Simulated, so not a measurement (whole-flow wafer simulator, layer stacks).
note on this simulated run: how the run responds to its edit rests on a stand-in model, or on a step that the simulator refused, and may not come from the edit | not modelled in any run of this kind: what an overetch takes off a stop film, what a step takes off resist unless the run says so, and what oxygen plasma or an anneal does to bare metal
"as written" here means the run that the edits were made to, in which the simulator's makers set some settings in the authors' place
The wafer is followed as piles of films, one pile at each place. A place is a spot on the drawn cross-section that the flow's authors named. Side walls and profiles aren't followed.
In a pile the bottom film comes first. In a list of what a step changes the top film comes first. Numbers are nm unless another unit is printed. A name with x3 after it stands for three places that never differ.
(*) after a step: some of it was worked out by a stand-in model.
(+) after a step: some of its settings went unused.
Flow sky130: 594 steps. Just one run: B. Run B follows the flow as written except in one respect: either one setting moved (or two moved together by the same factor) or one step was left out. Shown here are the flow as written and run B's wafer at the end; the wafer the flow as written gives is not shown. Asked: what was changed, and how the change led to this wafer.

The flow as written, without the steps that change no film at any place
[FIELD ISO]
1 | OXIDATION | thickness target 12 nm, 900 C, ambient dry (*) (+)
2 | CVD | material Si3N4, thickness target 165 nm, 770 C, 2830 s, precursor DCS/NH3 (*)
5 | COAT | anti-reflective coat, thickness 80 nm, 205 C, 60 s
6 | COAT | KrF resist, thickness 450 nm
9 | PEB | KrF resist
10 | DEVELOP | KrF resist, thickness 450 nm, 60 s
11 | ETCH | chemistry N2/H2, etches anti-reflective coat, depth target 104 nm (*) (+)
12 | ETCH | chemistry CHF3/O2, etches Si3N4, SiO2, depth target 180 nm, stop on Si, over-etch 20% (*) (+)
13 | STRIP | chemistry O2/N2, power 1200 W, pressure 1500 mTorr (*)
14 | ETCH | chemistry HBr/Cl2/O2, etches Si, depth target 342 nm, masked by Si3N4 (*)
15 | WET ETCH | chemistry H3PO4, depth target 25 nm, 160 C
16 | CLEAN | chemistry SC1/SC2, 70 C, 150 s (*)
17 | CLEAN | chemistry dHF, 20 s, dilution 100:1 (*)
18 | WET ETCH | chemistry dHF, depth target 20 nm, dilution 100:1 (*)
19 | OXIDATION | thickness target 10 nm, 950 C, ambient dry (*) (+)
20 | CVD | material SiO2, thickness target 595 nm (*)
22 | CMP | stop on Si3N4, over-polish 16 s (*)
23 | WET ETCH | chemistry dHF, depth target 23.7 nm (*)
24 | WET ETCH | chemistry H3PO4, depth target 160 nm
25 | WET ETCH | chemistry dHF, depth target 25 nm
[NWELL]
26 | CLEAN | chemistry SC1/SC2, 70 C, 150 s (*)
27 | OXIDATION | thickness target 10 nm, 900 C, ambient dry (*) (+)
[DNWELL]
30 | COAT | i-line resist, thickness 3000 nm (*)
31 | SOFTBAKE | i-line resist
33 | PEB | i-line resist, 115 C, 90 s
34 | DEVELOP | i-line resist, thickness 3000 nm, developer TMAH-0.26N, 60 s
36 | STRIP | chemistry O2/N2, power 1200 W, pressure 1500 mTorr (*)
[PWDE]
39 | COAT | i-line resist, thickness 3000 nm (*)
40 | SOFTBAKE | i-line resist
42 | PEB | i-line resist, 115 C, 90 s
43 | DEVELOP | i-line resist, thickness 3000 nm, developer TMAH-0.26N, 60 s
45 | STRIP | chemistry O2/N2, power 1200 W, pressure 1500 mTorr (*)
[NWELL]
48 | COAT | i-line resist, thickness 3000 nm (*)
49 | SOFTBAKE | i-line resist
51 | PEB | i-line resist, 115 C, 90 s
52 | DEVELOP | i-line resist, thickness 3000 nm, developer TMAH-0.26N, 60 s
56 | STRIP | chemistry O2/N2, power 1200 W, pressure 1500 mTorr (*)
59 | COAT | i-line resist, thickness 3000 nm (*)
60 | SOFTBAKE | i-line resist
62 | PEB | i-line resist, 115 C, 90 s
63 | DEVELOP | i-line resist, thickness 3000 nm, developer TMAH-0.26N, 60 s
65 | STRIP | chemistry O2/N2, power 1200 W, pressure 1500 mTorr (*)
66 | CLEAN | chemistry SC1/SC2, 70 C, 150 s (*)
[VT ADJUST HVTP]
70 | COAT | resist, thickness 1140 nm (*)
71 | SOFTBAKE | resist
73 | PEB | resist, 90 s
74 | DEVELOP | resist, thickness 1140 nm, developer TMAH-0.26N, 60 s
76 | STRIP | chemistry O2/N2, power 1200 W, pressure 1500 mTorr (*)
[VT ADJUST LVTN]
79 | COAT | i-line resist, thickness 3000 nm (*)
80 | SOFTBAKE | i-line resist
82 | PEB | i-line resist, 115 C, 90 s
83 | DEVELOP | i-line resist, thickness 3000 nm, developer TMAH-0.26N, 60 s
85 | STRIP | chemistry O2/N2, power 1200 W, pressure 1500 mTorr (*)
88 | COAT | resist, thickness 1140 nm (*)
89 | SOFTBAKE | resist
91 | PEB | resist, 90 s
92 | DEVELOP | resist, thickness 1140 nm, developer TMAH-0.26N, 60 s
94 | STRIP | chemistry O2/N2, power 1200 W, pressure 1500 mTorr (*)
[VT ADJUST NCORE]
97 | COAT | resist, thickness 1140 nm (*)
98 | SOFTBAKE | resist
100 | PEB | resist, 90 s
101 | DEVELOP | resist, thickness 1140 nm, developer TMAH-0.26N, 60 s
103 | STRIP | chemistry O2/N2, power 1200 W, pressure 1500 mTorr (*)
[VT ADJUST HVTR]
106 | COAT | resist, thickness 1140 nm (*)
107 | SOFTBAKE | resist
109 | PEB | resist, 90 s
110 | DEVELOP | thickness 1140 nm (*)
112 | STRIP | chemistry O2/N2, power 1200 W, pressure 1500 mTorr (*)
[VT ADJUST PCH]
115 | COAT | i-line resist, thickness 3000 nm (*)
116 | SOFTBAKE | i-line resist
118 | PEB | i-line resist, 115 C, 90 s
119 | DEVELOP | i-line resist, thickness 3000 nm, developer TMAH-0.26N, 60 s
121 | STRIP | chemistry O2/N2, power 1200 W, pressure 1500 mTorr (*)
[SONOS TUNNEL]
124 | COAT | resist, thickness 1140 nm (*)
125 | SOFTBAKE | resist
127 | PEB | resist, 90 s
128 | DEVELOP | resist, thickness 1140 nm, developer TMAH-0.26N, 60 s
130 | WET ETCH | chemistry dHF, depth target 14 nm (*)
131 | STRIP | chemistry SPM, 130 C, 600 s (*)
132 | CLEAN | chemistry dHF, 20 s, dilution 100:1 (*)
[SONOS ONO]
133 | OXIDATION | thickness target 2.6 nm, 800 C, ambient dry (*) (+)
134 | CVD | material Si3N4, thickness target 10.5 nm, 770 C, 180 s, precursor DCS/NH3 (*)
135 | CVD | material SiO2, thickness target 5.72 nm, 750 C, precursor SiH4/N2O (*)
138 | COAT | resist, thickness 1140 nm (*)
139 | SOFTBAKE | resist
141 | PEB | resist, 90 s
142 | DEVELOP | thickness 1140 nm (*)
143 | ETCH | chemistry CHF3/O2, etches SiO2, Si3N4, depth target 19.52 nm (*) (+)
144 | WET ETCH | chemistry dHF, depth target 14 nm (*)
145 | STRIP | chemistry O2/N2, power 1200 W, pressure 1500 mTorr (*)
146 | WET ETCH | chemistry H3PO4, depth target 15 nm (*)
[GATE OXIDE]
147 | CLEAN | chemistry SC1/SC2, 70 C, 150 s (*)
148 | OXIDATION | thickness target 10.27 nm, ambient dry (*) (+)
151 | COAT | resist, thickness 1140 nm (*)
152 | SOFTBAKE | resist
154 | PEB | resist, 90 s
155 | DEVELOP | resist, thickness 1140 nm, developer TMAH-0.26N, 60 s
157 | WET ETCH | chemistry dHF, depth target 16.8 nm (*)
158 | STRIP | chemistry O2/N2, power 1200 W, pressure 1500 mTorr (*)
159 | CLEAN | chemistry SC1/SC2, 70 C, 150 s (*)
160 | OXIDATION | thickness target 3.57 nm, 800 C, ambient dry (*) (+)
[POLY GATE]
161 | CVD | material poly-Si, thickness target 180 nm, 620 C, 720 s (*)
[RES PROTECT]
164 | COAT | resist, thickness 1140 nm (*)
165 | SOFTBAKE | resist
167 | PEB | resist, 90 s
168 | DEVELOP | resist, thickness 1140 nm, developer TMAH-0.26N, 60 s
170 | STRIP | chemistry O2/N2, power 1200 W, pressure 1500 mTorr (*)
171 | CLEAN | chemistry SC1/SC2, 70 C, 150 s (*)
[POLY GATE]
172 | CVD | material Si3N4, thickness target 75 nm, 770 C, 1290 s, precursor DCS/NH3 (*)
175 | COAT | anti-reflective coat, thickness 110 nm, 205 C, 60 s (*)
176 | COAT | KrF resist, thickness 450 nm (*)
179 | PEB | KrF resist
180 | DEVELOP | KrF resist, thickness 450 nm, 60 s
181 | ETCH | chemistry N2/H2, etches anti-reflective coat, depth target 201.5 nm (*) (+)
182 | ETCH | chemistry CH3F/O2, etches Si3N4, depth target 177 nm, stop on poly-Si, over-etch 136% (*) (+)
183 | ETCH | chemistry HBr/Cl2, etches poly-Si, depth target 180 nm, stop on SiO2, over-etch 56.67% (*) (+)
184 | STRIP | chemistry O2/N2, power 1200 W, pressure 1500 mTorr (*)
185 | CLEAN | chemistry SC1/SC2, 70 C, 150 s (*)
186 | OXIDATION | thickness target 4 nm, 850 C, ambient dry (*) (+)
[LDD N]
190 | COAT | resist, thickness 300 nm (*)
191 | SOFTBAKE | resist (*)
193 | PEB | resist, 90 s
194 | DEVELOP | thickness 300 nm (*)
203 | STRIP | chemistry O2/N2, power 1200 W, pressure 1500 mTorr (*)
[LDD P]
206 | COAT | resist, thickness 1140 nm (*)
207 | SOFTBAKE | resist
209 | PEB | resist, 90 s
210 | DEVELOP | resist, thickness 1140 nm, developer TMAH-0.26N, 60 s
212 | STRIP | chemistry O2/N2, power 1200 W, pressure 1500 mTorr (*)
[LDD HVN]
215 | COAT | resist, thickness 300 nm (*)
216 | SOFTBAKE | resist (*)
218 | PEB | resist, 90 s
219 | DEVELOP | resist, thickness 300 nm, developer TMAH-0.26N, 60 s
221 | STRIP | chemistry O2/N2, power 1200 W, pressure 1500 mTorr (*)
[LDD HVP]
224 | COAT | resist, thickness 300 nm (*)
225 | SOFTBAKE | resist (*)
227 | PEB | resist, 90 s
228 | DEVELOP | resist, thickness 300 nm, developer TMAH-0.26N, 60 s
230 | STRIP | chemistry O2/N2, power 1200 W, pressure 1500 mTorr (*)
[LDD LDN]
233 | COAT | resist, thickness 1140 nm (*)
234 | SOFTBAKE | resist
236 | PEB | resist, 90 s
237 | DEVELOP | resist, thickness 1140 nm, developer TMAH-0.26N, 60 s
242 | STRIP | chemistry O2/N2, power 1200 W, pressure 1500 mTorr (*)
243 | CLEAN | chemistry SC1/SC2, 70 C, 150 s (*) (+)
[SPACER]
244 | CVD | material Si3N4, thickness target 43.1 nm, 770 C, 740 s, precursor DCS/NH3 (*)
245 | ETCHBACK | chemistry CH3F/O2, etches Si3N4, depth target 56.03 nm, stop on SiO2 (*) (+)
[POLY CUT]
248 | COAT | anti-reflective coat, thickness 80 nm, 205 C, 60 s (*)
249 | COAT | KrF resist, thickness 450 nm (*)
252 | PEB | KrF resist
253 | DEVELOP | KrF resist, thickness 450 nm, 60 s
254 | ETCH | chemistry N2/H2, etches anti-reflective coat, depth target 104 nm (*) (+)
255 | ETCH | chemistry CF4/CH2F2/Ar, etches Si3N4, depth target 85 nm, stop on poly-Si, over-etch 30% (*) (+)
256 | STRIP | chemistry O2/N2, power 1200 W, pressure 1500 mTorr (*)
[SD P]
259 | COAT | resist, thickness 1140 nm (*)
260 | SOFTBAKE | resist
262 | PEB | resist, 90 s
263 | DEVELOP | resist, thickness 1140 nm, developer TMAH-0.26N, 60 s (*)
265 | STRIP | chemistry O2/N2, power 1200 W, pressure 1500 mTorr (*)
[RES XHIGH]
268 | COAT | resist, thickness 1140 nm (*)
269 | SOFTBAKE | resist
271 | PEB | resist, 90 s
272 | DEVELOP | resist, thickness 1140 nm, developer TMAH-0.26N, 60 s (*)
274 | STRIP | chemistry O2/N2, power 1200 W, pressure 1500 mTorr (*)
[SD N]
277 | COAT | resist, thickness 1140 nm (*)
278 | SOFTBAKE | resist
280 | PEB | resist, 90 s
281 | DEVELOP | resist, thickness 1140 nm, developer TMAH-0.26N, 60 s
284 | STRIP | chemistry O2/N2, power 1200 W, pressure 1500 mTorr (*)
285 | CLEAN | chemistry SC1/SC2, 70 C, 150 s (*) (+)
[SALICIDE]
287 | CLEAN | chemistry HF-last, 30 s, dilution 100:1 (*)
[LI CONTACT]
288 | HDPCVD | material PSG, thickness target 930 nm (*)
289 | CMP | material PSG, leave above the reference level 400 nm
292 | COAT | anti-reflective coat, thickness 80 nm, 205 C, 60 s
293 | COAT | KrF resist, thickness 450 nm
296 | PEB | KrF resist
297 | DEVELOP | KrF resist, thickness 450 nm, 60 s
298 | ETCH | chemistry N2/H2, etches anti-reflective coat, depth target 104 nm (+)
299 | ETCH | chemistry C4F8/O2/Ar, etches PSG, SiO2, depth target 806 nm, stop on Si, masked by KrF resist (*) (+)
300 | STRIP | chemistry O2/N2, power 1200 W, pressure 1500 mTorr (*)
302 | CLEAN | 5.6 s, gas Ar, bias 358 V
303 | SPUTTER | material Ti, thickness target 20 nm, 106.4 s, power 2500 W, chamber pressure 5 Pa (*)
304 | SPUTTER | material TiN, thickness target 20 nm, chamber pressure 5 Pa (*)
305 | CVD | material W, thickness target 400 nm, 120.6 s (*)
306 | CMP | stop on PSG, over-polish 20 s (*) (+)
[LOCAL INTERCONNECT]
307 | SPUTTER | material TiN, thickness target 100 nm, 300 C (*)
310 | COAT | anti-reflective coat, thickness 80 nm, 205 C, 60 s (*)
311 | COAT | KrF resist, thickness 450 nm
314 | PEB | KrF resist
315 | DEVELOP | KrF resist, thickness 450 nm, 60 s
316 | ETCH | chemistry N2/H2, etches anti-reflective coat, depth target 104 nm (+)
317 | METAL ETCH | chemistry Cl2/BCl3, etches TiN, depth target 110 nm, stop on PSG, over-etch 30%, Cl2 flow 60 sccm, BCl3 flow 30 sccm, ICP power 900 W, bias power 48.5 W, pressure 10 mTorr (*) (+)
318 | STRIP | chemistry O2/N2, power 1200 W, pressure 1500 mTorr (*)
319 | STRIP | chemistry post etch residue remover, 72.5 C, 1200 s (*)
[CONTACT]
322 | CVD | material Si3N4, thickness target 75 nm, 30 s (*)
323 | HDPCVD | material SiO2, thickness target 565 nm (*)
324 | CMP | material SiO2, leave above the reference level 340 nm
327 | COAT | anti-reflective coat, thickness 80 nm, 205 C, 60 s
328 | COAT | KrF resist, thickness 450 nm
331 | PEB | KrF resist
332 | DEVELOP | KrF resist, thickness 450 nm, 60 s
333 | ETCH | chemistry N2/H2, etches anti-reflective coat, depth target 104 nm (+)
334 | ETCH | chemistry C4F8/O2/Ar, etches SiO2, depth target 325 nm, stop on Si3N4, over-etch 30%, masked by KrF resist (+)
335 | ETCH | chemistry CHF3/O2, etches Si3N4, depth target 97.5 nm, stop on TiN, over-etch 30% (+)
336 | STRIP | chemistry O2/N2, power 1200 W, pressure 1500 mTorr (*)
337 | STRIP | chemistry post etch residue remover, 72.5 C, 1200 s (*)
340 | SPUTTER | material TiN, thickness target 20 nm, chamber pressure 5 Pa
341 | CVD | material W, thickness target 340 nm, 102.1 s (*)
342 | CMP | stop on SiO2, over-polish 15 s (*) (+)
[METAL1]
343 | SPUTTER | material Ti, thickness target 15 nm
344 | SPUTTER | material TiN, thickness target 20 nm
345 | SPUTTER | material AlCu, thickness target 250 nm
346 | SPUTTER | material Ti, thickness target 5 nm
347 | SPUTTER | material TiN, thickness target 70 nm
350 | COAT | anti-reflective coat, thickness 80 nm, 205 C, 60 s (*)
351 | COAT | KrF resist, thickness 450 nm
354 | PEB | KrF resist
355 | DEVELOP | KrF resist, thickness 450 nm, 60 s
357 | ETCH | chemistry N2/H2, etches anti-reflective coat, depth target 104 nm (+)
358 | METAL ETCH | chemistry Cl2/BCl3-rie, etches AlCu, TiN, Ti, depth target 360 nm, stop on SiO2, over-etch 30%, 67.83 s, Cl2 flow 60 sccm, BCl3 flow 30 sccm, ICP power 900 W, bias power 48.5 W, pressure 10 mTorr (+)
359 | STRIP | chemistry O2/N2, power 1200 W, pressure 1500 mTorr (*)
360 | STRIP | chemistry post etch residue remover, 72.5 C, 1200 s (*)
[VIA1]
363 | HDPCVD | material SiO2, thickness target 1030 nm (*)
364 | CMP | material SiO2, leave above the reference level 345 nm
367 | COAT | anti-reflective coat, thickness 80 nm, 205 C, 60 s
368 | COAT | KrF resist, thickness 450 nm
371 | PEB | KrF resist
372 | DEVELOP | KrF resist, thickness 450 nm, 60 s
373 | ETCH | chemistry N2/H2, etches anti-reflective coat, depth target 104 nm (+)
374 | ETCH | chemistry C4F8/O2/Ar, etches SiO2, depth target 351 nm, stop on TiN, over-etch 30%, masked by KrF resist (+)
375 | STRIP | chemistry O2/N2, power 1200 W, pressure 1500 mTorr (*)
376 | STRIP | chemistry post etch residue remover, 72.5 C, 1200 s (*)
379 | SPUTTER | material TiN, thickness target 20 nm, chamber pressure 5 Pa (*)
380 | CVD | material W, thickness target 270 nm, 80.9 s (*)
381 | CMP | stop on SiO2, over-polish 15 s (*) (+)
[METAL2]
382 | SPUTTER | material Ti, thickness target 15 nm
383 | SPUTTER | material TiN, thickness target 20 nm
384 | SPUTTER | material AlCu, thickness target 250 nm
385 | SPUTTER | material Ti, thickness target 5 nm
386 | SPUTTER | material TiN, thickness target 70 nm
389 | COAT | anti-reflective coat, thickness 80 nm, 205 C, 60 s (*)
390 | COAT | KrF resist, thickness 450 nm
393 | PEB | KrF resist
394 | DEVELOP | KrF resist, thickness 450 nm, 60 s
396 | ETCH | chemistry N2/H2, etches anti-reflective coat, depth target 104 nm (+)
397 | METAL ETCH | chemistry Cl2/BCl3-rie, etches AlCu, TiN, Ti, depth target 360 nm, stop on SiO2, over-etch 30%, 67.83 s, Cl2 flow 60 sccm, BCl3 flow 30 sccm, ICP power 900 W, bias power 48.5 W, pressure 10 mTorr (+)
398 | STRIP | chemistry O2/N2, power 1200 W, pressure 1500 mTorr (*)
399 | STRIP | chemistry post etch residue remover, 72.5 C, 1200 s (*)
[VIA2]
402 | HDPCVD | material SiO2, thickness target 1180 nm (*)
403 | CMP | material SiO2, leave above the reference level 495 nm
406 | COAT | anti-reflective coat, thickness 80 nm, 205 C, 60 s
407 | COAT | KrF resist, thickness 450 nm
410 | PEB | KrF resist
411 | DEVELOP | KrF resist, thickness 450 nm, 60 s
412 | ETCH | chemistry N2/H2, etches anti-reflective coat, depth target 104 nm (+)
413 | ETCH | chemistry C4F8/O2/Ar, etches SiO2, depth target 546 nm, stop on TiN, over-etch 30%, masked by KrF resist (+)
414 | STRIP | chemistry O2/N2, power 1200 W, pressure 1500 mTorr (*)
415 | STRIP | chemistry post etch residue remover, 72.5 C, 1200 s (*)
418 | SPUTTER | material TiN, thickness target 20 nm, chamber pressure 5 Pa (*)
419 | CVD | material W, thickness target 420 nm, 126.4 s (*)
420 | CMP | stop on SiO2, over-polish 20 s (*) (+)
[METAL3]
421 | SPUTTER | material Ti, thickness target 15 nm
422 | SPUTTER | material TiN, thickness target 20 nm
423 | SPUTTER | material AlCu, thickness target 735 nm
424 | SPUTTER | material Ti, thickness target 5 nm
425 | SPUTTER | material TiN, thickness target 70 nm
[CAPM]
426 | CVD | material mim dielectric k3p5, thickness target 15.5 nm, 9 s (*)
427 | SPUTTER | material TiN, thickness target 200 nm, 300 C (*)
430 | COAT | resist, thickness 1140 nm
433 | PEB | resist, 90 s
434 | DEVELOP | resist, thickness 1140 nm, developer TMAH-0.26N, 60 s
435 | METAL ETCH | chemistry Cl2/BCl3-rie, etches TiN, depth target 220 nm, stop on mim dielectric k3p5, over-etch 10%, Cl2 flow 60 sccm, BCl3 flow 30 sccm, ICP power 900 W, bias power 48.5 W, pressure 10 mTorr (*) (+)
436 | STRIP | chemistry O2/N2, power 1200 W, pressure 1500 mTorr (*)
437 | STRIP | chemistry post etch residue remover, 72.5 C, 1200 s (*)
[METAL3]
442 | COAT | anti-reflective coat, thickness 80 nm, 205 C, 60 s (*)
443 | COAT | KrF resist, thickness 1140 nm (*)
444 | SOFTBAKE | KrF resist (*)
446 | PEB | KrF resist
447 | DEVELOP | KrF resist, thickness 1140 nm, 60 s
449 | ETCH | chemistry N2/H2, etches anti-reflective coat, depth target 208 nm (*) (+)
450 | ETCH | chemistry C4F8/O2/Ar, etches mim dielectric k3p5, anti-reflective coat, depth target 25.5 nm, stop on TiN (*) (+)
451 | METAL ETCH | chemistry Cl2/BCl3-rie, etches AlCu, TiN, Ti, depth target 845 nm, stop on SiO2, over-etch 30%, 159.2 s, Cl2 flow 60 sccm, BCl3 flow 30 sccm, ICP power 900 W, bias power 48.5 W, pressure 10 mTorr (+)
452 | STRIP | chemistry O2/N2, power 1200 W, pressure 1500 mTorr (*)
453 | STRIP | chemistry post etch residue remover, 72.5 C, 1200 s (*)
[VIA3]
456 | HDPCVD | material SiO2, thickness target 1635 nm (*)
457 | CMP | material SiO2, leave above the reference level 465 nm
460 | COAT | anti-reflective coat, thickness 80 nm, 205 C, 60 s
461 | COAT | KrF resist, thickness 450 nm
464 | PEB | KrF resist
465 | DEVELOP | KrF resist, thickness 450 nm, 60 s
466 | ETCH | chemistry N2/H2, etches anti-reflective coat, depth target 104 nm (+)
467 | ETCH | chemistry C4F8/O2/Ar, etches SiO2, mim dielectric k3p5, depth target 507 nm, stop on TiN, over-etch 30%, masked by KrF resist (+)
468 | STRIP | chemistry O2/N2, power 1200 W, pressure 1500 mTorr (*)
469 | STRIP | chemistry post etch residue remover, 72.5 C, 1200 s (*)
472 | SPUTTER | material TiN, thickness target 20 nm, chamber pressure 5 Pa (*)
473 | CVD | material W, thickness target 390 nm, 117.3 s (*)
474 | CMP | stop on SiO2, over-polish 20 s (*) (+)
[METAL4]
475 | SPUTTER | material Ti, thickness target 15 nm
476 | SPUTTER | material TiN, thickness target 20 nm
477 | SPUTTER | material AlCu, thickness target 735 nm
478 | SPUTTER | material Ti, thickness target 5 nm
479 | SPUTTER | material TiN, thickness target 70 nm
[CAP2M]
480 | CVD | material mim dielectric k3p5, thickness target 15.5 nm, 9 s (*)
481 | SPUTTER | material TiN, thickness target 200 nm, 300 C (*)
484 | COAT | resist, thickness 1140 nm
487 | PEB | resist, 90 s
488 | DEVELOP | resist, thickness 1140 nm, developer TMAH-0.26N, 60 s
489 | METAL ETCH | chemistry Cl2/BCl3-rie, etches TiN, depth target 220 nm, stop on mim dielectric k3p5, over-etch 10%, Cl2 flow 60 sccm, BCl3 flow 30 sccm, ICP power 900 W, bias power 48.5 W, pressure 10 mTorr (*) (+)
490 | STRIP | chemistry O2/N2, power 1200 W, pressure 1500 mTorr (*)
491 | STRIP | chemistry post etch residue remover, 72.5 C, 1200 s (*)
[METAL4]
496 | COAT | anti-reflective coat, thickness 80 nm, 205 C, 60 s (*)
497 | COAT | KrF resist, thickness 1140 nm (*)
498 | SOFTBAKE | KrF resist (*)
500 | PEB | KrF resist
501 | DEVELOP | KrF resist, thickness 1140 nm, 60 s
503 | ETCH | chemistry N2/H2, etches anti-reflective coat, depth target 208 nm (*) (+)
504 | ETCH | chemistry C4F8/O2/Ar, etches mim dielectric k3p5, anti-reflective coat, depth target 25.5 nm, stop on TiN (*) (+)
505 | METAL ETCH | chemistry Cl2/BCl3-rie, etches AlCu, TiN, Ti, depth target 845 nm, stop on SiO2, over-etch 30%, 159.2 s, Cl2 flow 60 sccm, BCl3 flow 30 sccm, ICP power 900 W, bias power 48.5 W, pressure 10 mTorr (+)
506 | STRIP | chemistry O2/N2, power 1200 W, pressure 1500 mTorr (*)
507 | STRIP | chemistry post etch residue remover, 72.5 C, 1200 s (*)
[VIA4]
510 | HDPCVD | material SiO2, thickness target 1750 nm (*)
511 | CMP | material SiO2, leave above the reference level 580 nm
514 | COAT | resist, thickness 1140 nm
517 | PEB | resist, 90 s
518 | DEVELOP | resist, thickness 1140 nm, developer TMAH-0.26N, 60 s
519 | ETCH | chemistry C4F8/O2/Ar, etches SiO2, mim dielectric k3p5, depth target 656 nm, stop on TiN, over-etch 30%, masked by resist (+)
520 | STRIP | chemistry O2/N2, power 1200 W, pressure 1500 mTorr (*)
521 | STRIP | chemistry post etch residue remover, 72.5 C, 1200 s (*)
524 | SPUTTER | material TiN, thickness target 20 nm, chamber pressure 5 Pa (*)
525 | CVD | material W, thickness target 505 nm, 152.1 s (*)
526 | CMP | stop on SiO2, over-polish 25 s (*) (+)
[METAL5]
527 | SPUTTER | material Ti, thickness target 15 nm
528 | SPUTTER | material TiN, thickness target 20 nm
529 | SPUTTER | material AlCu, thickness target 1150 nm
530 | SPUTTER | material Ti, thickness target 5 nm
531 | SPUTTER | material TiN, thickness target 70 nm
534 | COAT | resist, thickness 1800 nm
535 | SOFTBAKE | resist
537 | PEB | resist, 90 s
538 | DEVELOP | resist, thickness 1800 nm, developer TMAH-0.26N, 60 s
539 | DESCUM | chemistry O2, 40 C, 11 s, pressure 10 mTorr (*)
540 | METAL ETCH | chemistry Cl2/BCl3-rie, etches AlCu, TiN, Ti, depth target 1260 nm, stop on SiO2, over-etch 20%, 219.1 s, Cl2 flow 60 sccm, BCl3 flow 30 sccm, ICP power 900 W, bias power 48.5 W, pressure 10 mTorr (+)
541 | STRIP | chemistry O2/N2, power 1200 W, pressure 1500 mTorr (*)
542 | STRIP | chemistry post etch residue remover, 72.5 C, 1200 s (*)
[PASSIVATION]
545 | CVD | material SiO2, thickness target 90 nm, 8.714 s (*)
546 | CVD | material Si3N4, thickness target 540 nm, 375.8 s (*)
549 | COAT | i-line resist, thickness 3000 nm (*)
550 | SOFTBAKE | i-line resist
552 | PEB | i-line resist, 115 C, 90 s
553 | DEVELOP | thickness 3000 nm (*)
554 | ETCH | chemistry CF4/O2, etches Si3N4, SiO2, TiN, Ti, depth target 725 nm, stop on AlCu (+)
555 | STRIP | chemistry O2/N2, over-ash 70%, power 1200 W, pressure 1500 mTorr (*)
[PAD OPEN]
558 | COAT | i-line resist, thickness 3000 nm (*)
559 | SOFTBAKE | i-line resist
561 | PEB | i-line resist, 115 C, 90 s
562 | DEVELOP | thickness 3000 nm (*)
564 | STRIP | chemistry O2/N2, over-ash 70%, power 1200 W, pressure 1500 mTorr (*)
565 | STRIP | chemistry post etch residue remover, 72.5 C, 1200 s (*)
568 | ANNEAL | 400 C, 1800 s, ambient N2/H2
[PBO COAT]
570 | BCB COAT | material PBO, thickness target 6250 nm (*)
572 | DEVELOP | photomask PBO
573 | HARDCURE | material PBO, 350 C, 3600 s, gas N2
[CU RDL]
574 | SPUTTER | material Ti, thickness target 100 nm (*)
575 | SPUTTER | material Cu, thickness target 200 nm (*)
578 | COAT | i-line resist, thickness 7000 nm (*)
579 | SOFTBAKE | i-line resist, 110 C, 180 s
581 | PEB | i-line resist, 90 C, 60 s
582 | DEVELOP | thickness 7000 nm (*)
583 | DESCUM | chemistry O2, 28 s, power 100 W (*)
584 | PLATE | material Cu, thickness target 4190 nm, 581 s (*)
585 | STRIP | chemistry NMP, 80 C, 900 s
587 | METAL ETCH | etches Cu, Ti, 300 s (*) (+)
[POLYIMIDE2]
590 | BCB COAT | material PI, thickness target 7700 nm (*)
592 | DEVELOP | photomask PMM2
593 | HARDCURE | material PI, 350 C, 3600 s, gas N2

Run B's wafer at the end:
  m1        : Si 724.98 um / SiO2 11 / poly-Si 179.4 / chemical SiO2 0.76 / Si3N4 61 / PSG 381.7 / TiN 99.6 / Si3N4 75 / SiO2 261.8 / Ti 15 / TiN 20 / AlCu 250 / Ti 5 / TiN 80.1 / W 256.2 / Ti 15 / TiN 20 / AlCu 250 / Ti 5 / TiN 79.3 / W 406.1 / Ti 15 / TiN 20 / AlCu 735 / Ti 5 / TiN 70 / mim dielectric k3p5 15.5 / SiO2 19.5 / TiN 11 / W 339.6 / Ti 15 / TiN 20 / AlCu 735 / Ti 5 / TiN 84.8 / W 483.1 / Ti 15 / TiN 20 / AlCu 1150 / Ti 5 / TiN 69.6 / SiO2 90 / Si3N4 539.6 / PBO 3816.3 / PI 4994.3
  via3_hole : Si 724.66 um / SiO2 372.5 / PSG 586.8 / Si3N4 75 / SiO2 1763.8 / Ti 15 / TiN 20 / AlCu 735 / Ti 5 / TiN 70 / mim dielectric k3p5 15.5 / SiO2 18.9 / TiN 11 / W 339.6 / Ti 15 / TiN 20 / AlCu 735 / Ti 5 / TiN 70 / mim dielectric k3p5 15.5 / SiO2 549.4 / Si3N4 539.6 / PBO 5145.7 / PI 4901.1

The reason: step 467, ETCH: depth target 355 nm was run, though the flow has depth target 507 nm.

How this came from the change, step by step:
  467 | ETCH | chemistry C4F8/O2/Ar, etches SiO2, mim dielectric k3p5, depth target 507 nm, stop on TiN, over-etch 30%, masked by KrF resist (+)
      m1: SiO2 loses 355 (in the flow as written it would be: SiO2 loses 374.5 (all of it), mim dielectric k3p5 loses 15.5 (all of it))
      via3_hole: SiO2 loses 355 (in the flow as written it would be: SiO2 loses 373.9 (all of it), mim dielectric k3p5 loses 15.5 (all of it))
      (as well as at 190 more places)
  468 | STRIP | chemistry O2/N2, power 1200 W, pressure 1500 mTorr (*)
      field, active, n_well and 187 more: KrF resist loses 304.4 (all of it), anti-reflective coat loses 80 (all of it) (in the flow as written it would be: KrF resist loses 274 (all of it), anti-reflective coat loses 80 (all of it))
  472 | SPUTTER | material TiN, thickness target 20 nm, chamber pressure 5 Pa (*)
      m1, via3_hole: TiN gains 11 (new film) (in the flow as written it would be: TiN gains 10.6)
  473 | CVD | material W, thickness target 390 nm, 117.3 s (*)
      m1: W gains 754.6 (new film) (in the flow as written it would be: W gains 790.5 (new film))
      via3_hole: W gains 754.6 (new film) (in the flow as written it would be: W gains 789.9 (new film))
Taking metal films that touch as one body, m1 has 3 bodies (between them, from the top down: SiO2 19.5 / mim dielectric k3p5 15.5; SiO2 261.8 / Si3N4 75); the flow as written gives 2 bodies (between them, from the top down: SiO2 261.8 / Si3N4 75).
Taking metal films that touch as one body, via3_hole has 2 bodies (between them, from the top down: SiO2 18.9 / mim dielectric k3p5 15.5); the flow as written gives 1 body.
